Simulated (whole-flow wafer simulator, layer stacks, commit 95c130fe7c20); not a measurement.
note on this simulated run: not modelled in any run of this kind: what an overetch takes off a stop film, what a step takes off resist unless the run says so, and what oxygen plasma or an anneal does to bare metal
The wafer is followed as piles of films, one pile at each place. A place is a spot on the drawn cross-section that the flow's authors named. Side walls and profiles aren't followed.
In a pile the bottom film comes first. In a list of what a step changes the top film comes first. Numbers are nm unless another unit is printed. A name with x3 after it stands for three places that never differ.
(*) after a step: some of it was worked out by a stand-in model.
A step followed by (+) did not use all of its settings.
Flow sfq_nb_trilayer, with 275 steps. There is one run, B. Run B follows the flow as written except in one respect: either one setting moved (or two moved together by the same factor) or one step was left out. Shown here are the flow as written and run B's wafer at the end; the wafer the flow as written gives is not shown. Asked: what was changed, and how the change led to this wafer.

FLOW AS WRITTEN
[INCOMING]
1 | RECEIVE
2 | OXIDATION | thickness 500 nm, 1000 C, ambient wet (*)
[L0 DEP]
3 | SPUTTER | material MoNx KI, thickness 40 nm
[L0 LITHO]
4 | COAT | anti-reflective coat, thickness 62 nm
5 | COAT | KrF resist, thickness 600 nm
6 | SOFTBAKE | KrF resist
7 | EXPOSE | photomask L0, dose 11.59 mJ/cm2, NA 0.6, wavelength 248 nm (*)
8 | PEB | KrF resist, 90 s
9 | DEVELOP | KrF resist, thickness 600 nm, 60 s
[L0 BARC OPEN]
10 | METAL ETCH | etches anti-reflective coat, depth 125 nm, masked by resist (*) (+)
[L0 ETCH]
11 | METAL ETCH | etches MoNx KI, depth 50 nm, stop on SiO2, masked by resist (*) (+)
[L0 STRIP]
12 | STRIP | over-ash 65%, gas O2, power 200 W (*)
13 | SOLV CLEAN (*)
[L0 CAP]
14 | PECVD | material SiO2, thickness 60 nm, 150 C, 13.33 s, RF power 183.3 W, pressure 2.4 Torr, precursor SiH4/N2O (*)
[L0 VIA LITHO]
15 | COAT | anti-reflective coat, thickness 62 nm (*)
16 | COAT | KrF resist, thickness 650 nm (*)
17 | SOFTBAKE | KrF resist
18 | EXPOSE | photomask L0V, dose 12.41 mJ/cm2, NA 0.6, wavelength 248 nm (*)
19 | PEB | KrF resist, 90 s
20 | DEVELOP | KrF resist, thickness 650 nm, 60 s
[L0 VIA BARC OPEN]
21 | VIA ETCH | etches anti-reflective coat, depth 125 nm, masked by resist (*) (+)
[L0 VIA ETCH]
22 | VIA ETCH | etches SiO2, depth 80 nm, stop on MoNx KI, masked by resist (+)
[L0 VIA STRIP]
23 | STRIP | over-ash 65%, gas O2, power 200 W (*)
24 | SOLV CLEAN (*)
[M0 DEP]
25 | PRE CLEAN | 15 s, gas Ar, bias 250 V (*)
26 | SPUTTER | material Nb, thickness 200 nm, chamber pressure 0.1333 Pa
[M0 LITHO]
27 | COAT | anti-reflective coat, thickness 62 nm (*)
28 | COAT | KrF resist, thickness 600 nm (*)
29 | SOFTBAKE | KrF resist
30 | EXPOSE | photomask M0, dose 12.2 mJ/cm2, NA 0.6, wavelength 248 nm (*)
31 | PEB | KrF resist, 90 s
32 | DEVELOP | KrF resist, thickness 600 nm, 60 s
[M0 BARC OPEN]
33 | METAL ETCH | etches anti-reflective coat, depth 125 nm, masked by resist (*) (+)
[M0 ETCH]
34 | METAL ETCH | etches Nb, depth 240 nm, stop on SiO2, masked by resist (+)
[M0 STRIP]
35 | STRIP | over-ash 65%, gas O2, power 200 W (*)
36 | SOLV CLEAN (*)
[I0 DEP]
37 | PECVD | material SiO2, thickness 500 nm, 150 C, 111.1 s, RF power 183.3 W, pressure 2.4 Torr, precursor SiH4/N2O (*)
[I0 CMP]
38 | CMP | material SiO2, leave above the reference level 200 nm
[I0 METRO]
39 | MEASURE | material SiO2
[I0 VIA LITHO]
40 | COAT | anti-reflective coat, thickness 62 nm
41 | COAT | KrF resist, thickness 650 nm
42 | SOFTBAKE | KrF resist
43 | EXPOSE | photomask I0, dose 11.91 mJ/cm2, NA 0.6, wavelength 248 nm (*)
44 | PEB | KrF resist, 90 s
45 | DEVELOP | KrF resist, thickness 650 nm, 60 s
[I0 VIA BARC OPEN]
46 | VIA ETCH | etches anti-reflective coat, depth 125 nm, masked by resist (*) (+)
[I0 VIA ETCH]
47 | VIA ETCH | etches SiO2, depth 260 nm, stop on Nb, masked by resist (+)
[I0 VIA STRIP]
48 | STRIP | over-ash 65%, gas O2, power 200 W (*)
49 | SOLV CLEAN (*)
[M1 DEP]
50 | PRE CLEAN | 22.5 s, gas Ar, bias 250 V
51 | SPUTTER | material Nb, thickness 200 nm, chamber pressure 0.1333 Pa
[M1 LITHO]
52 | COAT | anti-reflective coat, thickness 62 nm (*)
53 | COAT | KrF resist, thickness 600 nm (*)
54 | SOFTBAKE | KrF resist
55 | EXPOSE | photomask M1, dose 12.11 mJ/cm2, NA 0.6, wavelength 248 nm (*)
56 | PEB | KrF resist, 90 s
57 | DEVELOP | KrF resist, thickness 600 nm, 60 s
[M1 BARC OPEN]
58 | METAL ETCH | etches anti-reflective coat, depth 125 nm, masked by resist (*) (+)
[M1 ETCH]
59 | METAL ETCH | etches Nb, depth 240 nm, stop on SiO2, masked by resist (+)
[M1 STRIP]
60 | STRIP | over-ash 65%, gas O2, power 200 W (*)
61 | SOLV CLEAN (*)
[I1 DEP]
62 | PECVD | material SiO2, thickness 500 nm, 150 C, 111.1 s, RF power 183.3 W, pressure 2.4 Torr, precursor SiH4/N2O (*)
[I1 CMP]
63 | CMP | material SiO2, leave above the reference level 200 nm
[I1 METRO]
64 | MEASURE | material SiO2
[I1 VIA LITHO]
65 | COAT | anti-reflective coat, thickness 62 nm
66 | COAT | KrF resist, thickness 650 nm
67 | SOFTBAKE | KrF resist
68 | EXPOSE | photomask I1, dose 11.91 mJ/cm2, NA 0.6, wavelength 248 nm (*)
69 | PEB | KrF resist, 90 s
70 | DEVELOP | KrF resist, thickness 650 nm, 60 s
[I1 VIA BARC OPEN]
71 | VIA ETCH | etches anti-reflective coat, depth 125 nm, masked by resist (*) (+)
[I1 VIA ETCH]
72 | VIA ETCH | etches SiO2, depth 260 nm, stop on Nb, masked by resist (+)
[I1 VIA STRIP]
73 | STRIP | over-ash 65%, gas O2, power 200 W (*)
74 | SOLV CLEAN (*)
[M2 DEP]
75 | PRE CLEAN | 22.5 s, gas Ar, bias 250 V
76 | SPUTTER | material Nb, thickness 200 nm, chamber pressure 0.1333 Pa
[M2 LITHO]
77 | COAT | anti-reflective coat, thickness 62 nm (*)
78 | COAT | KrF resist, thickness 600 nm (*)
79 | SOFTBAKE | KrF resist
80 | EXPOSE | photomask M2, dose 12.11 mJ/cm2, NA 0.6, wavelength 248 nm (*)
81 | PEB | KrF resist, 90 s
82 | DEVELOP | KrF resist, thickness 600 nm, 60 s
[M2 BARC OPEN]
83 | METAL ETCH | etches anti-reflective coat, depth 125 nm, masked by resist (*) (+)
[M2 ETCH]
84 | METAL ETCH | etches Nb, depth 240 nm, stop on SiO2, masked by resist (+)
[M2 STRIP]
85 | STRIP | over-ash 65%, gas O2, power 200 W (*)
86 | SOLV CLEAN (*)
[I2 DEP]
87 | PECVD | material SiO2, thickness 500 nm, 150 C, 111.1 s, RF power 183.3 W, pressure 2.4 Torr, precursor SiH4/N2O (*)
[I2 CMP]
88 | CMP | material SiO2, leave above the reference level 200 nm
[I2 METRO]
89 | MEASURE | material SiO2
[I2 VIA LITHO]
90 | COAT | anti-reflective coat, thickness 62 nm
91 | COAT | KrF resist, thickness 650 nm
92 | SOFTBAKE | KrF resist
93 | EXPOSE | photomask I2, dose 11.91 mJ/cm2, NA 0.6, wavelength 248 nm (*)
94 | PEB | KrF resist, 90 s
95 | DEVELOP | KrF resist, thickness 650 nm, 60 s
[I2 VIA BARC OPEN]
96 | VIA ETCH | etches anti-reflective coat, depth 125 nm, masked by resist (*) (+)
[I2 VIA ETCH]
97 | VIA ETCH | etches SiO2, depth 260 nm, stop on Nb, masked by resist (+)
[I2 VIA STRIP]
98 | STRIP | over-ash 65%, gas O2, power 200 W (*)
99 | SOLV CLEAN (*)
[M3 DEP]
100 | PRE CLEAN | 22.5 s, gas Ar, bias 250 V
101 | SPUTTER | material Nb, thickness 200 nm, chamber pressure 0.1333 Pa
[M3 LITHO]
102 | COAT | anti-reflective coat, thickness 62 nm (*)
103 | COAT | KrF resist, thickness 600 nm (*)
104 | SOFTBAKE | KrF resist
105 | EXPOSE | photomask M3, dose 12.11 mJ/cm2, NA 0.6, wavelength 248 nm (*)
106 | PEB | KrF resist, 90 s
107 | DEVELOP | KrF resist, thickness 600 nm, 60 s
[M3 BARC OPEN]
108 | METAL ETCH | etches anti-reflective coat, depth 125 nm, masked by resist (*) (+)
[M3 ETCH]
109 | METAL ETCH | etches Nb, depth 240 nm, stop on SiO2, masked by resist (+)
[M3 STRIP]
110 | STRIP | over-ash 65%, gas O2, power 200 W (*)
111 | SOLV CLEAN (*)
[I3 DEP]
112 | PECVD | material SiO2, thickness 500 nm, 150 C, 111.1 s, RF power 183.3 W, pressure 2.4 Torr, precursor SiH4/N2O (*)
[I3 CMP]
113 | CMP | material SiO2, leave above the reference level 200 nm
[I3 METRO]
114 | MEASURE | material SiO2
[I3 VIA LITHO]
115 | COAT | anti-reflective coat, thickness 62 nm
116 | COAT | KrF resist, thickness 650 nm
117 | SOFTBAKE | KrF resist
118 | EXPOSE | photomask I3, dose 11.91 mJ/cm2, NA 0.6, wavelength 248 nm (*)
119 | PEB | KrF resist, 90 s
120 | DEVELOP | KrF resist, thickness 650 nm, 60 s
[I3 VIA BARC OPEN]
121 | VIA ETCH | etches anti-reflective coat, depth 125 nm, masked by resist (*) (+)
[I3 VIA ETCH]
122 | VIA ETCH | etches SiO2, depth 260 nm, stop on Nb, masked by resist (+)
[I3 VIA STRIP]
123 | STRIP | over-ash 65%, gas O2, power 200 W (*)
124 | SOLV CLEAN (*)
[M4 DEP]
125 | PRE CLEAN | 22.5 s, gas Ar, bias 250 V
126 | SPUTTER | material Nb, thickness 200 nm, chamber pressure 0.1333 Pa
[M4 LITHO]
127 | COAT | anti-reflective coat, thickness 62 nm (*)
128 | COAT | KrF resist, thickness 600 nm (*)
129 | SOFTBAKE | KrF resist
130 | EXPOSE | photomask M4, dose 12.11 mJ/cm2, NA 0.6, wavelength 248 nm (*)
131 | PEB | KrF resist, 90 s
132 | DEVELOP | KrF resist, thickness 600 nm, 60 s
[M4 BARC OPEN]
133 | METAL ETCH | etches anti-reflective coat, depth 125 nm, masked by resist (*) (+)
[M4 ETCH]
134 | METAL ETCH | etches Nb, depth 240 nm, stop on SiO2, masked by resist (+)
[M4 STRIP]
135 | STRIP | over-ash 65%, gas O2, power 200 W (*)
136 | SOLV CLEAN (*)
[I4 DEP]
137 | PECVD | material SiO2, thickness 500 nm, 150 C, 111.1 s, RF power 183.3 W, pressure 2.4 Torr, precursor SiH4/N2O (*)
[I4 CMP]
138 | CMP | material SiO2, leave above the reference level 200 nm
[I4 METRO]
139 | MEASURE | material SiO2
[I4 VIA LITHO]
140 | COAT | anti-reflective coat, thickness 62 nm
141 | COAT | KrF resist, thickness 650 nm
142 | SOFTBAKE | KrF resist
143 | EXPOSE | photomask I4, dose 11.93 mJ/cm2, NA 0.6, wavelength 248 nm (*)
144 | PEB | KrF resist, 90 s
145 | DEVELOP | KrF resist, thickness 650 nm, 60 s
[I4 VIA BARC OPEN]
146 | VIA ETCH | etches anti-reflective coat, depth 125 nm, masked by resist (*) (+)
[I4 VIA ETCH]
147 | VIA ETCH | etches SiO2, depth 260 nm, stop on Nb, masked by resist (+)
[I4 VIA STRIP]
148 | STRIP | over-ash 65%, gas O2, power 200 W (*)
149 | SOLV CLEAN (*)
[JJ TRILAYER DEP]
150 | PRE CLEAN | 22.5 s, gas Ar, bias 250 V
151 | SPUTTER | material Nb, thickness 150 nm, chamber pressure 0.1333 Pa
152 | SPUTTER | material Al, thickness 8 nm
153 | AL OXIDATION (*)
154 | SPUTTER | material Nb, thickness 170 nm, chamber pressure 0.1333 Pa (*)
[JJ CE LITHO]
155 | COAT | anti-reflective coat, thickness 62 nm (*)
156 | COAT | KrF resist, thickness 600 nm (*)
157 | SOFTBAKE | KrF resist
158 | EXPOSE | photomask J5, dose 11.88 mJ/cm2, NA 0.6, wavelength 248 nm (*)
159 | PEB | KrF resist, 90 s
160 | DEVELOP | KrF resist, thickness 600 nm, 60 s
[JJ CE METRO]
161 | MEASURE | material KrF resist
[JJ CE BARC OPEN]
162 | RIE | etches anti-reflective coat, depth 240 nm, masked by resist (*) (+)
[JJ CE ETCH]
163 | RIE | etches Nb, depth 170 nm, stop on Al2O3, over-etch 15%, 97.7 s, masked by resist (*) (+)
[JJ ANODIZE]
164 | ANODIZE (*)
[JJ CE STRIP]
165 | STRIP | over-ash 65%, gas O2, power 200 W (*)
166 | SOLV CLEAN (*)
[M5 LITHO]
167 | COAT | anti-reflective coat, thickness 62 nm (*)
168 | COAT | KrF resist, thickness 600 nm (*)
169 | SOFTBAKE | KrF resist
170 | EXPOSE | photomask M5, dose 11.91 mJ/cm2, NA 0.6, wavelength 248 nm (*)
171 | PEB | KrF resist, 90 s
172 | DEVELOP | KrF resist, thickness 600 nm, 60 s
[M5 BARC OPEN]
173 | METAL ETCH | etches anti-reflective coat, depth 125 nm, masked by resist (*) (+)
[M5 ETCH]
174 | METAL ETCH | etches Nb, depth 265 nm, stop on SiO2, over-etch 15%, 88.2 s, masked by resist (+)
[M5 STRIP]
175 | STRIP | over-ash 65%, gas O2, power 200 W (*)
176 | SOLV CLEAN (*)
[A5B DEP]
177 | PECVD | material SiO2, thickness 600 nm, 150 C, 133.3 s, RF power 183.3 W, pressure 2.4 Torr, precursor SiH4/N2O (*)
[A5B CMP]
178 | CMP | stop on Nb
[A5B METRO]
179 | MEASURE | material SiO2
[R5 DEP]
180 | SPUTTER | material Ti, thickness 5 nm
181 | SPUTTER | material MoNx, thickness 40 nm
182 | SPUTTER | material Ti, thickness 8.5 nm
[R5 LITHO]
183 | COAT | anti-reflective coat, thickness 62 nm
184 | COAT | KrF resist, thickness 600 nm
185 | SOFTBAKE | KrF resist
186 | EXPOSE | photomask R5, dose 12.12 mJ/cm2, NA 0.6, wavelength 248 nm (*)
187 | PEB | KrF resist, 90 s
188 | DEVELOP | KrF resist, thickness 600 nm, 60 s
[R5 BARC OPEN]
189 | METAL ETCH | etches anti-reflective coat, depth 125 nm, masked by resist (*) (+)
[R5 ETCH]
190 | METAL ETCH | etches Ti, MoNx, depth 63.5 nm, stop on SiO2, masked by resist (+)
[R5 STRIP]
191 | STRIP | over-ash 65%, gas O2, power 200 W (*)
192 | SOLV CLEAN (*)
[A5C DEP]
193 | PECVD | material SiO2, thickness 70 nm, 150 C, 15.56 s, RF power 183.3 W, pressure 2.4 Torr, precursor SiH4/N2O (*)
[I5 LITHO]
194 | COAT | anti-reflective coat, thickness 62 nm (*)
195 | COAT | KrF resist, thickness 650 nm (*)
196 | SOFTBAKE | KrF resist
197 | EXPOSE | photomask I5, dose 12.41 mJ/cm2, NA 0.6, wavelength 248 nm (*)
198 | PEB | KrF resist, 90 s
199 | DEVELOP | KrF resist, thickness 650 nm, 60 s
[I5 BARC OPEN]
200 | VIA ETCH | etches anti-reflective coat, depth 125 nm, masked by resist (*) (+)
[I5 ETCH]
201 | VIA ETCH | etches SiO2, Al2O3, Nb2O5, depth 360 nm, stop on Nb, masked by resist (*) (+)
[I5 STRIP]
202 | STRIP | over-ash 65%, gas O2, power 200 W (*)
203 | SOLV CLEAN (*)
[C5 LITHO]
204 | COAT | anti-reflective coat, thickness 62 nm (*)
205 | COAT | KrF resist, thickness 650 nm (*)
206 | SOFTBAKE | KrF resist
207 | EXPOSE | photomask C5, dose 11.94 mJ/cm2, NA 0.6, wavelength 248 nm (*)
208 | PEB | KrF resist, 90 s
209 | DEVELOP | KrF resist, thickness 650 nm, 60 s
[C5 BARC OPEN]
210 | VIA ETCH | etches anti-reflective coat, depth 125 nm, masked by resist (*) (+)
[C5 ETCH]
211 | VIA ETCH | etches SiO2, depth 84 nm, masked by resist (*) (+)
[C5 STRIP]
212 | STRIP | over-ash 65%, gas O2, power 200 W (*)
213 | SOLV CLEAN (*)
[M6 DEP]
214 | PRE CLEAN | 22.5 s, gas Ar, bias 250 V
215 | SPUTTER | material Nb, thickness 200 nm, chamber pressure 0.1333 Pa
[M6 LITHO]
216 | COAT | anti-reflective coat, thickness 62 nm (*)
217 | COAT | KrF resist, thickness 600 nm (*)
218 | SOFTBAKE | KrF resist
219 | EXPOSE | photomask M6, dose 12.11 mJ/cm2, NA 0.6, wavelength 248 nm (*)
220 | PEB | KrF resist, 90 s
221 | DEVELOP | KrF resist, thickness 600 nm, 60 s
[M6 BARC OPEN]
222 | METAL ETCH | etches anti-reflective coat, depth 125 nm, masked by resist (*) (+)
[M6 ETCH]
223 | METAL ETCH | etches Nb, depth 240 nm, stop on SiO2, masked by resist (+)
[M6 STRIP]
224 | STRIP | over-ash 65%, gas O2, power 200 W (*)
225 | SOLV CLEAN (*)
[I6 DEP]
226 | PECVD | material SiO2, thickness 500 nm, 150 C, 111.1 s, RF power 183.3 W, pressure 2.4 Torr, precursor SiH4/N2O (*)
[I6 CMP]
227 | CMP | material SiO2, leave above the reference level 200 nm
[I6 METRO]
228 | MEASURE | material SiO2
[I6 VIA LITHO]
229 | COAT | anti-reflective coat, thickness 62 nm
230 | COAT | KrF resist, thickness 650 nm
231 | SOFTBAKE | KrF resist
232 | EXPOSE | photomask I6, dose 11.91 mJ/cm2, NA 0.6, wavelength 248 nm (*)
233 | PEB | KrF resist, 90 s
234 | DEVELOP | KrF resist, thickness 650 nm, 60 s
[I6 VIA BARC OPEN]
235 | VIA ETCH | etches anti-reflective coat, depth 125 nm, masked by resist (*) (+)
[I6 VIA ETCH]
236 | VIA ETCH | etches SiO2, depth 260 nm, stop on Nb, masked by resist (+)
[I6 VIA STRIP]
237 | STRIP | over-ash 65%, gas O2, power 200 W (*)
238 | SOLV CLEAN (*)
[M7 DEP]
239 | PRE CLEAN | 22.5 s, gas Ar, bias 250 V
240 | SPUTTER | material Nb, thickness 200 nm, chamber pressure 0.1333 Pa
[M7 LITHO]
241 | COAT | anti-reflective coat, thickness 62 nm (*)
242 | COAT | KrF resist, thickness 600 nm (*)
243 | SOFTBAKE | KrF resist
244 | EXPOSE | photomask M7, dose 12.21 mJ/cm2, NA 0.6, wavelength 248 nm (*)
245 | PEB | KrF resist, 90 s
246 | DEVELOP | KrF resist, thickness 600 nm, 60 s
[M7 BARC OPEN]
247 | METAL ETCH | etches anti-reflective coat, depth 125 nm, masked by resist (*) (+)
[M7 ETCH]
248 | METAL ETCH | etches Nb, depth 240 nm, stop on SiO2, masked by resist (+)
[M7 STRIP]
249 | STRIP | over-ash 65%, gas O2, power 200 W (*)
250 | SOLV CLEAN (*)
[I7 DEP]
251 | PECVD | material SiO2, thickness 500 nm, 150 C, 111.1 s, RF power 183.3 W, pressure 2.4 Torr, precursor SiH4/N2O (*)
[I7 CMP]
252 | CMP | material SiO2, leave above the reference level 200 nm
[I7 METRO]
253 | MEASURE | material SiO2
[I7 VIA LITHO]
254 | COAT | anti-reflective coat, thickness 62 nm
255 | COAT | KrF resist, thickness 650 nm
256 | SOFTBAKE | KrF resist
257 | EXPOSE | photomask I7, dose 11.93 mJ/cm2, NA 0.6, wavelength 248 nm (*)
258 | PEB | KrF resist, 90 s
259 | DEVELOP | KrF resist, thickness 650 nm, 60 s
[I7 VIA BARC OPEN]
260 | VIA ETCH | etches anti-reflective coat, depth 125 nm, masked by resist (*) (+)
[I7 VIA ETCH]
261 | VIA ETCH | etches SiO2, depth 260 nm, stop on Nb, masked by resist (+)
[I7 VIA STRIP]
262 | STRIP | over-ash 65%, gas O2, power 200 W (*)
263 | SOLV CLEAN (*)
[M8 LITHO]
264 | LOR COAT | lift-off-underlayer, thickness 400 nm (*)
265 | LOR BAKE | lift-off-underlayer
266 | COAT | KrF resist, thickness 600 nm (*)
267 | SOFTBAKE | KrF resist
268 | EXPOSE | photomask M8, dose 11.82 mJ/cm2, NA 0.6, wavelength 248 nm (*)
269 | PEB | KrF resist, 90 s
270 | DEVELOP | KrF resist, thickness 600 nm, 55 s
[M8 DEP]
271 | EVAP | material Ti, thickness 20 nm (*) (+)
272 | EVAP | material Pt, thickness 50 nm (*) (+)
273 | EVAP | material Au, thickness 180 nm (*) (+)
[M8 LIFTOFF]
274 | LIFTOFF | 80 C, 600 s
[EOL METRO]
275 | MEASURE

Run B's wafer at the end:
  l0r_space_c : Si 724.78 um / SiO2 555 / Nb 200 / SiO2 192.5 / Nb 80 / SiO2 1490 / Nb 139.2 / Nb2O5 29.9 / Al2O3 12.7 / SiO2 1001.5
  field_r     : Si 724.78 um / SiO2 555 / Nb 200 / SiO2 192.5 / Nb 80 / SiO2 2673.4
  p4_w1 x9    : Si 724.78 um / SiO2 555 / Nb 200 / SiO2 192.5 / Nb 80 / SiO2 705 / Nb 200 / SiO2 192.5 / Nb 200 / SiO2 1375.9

Cause: step 59, METAL ETCH: depth 120 nm was run, though the flow has depth 240 nm.

Step by step, how the change led to this:
  59 | METAL ETCH | etches Nb, depth 240 nm, stop on SiO2, masked by resist (+)
      field_l, be, be_sur and 79 more: -120 Nb (it would be, as written: -200 Nb (all of it))
      v_sur, via_wl, via_w and 21 more: -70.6 KrF resist (it would be, as written: -141.2 KrF resist)
  60 | STRIP | over-ash 65%, gas O2, power 200 W (*)
      wl_j_sl, wl_jj, wl_j_sr and 13 more: -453 KrF resist (all of it), -62 anti-reflective coat (all of it) (it would be, as written: -382.4 KrF resist (all of it), -62 anti-reflective coat (all of it))
      v_sur: -436.5 KrF resist (all of it), -61.1 anti-reflective coat (all of it) (it would be, as written: -365.9 KrF resist (all of it), -61.1 anti-reflective coat (all of it))
      (also at 7 further places)
  62 | PECVD | material SiO2, thickness 500 nm, 150 C, 111.1 s, RF power 183.3 W, pressure 2.4 Torr, precursor SiH4/N2O (*)
      field_l, be, be_sur and 72 more: +500 SiO2 (new film) (it would be, as written: +500 SiO2)
      lsp_m, ln_m6, lsp_r, l0_sur, l0v: +500 SiO2 (new film) (it would be, as written: +494.9 SiO2)
      (also at 2 further places)
  63 | CMP | material SiO2, leave above the reference level 200 nm
      field_l, be, be_sur and 72 more: -180 SiO2 (it would be, as written: -100 SiO2)
      lsp_m, ln_m6, lsp_r, l0_sur, l0v: -180 SiO2 (it would be, as written: -94.9 SiO2)
      (also at 2 further places)
Taking metal films that touch as one body, l0r_space_c has 3 bodies (between them, from the top down: SiO2 1490; SiO2 192.5); the flow as written gives 2 bodies (between them, from the top down: SiO2 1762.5).
Taking metal films that touch as one body, field_r has 2 bodies (between them, from the top down: SiO2 192.5); the flow as written gives 1 body.
Taking metal films that touch as one body, p4_w1 x9 has 4 bodies (between them, from the top down: SiO2 192.5; SiO2 705; SiO2 192.5); the flow as written gives 3 bodies (between them, from the top down: SiO2 192.5; SiO2 977.5).
